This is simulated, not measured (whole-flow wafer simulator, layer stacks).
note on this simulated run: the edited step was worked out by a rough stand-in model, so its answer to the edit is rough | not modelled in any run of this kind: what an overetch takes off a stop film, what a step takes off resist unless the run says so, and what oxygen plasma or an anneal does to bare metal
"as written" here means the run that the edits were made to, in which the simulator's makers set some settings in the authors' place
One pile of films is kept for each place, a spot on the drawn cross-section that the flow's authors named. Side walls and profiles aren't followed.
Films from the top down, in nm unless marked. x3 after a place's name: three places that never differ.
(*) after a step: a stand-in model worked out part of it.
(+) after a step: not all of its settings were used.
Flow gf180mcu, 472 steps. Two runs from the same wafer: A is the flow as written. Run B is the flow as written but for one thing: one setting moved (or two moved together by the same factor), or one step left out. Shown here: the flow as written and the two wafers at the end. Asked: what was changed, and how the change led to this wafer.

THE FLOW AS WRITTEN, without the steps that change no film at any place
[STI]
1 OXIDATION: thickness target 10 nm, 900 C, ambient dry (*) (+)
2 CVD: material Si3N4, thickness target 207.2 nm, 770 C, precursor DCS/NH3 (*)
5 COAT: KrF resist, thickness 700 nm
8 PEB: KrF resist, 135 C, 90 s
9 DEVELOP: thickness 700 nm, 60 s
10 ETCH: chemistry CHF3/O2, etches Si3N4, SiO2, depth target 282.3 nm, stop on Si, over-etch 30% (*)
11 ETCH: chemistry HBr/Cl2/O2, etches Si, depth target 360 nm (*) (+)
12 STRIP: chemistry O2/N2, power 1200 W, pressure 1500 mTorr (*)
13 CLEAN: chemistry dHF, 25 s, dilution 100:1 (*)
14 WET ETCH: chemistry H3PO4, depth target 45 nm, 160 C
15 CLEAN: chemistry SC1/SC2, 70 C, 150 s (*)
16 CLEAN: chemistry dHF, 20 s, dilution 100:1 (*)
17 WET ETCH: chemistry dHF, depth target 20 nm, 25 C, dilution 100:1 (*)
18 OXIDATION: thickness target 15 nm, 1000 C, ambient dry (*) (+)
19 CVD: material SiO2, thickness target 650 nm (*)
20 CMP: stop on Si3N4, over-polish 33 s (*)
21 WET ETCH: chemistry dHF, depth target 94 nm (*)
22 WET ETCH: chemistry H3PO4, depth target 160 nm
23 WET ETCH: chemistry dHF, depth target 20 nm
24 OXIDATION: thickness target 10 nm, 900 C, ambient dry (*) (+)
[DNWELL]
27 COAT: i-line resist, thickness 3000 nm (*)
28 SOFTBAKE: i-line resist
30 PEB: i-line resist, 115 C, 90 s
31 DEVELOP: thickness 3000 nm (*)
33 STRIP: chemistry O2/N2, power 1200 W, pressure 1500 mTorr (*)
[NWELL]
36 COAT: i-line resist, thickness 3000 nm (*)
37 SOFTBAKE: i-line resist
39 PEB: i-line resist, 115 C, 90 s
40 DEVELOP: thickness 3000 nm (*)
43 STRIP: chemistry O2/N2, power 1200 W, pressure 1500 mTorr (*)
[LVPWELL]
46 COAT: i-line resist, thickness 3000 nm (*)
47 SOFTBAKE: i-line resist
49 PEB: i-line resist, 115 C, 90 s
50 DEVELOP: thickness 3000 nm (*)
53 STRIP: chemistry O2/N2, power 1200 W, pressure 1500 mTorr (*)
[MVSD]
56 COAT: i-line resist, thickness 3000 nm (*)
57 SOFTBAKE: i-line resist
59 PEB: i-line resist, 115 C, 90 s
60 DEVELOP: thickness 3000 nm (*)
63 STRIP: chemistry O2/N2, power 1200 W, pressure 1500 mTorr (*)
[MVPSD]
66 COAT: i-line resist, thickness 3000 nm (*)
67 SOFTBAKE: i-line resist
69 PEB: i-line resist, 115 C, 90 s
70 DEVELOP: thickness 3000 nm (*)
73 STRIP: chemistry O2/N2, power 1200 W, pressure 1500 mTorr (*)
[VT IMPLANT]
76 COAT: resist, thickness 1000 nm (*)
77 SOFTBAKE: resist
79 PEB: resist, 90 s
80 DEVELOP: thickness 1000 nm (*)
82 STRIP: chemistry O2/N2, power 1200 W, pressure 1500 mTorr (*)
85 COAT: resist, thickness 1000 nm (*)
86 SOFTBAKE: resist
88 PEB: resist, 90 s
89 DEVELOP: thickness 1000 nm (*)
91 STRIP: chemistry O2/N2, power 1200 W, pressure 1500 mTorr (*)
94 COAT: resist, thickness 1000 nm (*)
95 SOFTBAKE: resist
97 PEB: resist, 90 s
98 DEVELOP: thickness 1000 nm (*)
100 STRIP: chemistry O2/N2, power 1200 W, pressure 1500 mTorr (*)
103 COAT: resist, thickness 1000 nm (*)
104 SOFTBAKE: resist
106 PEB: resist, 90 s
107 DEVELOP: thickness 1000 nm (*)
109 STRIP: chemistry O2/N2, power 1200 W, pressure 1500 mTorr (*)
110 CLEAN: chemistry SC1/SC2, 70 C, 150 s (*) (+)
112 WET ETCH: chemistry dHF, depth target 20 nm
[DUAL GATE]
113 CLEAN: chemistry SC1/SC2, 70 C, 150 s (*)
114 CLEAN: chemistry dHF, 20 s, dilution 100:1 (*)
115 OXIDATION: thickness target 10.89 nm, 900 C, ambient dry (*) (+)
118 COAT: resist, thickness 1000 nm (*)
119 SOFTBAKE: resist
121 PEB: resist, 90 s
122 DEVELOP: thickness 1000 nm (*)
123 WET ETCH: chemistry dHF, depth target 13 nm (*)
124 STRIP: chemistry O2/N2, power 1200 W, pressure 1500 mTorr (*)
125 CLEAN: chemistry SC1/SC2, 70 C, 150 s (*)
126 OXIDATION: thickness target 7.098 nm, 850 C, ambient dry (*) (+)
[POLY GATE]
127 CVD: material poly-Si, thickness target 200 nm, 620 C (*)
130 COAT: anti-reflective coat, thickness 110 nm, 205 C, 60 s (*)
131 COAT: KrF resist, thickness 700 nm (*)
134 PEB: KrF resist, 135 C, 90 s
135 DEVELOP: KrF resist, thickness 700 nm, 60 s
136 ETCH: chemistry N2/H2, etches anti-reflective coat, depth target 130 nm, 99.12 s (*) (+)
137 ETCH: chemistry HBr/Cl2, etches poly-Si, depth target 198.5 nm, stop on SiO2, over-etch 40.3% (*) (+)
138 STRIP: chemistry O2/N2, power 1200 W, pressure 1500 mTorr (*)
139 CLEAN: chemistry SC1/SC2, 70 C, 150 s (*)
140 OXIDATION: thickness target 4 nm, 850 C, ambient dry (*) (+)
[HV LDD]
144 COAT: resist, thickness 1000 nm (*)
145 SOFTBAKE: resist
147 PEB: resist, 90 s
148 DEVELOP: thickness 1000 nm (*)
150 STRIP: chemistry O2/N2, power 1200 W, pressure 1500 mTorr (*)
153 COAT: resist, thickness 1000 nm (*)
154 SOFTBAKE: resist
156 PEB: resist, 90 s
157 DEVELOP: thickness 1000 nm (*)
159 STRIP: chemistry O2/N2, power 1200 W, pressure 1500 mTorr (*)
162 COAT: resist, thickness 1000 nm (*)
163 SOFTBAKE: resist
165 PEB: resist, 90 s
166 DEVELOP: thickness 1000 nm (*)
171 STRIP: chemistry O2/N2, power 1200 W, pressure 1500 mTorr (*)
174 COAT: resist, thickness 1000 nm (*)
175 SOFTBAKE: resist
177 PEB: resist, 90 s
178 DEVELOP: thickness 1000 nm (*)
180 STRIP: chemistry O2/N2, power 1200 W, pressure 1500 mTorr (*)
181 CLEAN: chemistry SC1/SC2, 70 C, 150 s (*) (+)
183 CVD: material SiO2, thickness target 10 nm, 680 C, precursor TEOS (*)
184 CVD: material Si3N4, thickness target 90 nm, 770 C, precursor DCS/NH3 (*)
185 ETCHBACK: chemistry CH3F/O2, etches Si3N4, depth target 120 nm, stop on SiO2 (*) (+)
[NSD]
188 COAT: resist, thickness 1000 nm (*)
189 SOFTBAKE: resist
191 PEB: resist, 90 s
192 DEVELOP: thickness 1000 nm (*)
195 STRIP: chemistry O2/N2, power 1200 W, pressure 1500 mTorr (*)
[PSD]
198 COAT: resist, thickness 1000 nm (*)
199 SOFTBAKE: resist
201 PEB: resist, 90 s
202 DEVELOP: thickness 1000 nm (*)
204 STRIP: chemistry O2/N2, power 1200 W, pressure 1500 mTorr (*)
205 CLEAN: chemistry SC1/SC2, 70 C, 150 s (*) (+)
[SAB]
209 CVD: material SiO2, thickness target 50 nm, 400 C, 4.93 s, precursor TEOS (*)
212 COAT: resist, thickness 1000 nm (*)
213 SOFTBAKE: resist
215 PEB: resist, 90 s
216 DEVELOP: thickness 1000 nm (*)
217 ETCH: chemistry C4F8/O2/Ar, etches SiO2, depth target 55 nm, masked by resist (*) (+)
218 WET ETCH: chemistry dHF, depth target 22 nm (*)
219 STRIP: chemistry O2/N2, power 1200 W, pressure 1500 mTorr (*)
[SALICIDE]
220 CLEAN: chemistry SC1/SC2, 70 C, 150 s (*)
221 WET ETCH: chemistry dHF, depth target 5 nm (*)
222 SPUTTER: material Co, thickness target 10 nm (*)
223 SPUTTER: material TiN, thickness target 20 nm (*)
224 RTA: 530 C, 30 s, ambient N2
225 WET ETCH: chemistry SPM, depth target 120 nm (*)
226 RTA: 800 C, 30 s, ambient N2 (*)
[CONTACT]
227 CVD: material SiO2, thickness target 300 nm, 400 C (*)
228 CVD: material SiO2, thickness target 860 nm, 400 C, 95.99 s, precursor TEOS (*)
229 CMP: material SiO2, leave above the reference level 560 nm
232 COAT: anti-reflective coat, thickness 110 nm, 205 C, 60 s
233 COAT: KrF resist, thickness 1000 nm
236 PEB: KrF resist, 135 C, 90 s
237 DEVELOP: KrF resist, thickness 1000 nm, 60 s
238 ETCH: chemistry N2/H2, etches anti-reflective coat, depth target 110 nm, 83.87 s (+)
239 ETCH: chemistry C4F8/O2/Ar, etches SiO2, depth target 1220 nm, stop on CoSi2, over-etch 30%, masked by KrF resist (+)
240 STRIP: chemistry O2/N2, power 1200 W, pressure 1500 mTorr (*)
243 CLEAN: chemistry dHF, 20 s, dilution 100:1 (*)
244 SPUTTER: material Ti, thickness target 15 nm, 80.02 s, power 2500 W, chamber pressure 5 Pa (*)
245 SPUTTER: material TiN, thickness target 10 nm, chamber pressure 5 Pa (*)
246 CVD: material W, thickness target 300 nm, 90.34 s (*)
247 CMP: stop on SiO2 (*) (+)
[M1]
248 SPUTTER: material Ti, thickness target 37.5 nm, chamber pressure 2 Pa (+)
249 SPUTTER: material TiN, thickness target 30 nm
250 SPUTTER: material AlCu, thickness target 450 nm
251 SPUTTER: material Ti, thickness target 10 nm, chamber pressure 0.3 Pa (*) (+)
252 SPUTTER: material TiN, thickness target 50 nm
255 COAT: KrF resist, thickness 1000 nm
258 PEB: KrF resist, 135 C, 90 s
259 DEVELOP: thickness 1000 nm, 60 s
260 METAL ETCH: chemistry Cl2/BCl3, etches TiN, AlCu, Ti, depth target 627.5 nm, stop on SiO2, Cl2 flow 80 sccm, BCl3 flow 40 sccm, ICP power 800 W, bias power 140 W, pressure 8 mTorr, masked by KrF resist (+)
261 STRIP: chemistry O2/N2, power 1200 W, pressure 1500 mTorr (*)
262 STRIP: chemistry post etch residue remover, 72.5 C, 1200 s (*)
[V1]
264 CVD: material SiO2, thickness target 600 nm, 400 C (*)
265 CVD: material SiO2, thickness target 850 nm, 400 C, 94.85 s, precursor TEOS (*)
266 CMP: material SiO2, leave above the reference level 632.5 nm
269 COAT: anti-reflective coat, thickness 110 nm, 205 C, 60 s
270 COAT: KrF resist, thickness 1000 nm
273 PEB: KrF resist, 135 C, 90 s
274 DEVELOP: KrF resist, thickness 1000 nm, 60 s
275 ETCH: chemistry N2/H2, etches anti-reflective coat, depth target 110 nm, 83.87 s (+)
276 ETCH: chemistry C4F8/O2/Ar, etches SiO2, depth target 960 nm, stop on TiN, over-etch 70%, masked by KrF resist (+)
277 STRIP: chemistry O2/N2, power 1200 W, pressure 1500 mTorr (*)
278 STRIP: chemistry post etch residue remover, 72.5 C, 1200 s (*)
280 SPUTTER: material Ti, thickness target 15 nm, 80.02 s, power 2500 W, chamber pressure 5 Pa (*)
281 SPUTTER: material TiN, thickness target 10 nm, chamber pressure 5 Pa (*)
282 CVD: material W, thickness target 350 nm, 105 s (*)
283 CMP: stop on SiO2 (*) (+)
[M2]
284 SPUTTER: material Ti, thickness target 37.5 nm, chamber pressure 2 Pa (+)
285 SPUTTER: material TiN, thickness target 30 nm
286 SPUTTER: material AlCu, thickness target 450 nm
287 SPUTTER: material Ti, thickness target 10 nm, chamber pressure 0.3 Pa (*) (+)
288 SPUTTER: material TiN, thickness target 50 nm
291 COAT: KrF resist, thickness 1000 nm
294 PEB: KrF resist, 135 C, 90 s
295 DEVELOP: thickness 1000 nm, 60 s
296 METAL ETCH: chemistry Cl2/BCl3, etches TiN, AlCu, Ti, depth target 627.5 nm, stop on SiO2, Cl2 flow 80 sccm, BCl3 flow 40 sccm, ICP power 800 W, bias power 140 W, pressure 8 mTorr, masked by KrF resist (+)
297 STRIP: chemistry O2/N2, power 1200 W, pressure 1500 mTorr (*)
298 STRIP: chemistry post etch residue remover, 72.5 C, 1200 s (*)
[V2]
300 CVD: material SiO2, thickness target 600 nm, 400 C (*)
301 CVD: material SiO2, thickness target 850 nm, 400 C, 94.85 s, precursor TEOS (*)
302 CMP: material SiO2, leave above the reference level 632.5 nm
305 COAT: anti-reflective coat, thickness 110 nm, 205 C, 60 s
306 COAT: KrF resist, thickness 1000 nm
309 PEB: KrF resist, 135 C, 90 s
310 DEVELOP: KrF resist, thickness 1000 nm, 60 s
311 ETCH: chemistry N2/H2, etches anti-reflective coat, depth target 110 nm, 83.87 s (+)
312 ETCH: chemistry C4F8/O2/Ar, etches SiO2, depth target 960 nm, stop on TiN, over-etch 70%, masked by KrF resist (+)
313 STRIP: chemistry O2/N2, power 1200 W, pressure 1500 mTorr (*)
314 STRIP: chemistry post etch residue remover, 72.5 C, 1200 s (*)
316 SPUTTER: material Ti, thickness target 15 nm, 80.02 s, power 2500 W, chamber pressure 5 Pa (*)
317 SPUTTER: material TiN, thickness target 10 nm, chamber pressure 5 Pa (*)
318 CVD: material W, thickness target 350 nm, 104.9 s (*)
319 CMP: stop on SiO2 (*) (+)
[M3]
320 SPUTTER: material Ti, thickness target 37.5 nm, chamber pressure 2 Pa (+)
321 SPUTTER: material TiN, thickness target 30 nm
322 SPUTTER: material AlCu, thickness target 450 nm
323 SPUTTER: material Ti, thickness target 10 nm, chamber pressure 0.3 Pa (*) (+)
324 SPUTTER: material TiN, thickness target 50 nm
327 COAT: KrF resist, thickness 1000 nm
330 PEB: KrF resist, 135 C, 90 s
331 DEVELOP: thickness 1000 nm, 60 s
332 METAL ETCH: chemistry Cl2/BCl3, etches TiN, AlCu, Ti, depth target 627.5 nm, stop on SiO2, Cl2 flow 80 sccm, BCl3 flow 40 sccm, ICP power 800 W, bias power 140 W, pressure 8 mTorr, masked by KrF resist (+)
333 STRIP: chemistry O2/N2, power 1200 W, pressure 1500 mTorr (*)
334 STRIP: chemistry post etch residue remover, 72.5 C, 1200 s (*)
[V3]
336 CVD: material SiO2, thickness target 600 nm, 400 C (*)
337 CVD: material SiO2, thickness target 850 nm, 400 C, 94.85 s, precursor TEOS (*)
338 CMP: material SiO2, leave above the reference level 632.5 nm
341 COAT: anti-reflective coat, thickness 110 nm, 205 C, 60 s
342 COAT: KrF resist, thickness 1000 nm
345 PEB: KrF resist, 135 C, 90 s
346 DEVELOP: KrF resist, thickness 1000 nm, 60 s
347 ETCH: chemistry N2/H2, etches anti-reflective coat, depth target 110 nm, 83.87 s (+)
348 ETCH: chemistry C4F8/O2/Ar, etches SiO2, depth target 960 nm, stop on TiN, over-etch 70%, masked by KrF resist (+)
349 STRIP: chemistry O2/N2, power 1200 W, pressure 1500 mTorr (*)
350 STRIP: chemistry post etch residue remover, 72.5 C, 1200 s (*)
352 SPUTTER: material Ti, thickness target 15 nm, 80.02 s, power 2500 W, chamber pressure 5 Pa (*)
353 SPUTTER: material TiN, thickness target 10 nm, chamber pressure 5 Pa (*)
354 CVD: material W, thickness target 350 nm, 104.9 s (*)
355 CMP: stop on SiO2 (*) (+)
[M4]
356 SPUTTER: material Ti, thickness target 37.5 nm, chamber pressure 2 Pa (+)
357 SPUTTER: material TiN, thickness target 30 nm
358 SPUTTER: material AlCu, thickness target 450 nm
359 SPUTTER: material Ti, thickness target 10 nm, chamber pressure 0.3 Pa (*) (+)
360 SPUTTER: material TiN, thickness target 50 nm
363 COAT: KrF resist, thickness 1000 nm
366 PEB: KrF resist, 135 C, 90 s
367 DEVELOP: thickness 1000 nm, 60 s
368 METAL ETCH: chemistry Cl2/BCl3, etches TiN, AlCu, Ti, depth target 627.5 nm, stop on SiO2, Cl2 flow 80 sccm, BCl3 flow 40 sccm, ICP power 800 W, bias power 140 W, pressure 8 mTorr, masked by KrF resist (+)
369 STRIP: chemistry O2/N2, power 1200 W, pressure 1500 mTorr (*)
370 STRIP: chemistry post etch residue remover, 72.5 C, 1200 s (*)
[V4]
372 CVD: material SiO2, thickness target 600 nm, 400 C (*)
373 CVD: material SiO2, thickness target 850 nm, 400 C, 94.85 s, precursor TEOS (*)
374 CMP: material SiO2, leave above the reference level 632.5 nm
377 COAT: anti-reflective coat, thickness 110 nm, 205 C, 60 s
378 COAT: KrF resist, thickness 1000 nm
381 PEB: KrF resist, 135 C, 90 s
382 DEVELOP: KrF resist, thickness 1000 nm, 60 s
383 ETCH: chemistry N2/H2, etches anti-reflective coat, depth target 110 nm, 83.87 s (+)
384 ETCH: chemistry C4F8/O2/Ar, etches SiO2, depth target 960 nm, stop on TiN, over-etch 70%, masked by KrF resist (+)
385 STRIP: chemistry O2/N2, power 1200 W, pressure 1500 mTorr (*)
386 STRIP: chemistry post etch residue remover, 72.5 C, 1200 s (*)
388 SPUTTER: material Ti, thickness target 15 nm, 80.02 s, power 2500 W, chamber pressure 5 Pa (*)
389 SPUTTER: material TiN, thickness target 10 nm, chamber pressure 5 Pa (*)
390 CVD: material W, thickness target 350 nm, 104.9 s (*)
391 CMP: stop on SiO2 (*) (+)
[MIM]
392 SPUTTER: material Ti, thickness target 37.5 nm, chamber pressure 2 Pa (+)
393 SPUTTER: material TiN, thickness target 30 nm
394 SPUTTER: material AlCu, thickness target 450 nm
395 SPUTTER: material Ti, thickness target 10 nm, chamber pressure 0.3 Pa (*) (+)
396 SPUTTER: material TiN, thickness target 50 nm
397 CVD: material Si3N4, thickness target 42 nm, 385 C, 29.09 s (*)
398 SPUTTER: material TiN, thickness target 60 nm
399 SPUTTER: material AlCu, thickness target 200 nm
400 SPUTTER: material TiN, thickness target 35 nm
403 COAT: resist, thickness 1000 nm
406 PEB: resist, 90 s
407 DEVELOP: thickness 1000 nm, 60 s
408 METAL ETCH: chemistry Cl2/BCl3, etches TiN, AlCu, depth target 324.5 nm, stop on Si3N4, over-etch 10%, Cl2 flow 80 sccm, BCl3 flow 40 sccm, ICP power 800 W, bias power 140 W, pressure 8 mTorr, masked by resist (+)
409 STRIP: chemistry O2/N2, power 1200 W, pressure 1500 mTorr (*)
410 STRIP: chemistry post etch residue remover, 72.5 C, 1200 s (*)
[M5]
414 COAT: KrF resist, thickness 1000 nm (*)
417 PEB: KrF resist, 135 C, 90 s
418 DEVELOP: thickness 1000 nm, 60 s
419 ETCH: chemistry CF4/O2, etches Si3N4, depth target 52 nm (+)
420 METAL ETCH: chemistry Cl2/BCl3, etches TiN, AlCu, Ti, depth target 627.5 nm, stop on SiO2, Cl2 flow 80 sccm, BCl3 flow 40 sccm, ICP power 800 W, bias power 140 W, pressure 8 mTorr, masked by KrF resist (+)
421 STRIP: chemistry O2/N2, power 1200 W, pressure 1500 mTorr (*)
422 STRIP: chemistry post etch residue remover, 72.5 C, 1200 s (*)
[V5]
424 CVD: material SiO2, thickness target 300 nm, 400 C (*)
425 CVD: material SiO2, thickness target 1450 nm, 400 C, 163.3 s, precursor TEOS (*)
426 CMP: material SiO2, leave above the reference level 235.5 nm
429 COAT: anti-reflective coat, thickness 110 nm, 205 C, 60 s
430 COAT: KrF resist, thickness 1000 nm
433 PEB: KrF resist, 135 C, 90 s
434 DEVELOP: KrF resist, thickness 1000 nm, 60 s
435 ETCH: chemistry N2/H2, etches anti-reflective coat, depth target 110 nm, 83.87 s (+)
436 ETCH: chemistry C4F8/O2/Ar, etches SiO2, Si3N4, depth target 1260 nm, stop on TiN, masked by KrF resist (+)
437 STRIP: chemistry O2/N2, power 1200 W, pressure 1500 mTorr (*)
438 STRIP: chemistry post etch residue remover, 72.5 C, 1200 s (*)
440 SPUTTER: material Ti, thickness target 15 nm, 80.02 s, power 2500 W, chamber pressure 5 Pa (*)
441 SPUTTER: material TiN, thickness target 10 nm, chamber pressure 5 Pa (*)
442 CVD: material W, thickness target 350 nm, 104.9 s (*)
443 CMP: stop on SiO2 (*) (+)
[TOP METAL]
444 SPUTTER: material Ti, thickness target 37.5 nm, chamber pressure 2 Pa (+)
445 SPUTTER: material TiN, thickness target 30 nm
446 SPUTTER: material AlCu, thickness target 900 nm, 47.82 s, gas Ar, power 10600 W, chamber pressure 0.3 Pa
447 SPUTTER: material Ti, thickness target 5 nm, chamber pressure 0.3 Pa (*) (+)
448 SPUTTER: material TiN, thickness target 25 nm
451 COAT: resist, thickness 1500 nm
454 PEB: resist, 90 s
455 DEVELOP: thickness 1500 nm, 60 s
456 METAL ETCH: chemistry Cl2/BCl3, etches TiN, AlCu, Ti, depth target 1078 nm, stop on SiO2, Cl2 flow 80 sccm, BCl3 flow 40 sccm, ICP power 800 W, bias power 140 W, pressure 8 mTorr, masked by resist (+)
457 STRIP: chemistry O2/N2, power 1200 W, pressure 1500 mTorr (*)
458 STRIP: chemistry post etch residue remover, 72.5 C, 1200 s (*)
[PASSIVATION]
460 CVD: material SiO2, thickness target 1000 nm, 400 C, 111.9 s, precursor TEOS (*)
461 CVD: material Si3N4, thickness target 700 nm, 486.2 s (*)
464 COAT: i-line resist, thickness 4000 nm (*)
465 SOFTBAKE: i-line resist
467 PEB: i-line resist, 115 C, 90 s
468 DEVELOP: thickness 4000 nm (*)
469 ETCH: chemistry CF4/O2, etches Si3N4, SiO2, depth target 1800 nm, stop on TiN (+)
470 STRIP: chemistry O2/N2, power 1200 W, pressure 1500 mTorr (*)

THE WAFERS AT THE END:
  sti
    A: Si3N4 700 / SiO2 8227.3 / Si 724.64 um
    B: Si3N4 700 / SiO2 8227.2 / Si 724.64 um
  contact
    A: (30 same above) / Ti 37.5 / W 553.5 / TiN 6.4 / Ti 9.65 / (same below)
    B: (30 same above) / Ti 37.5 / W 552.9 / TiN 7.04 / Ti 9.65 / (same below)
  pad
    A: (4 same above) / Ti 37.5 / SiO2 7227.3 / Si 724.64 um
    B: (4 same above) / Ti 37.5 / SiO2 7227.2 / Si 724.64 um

The cause: step 317, SPUTTER: thickness target 11 nm was run, where the flow has thickness target 10 nm.

How the change led to this, step by step:
  317 SPUTTER: material TiN, thickness target 10 nm, chamber pressure 5 Pa (*)
      field, field__w1, field__w2 and 107 more: A TiN +10 (new film) | B TiN +11 (new film)
      contact: A TiN +6.4 (new film) | B TiN +7.04 (new film)
  319 CMP: stop on SiO2 (*) (+)
      field, field__w1, field__w2 and 107 more: A W -350 (all of it), TiN -10 (all of it), Ti -15 (all of it), SiO2 -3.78 | B W -350 (all of it), TiN -11 (all of it), Ti -15 (all of it), SiO2 -3.79
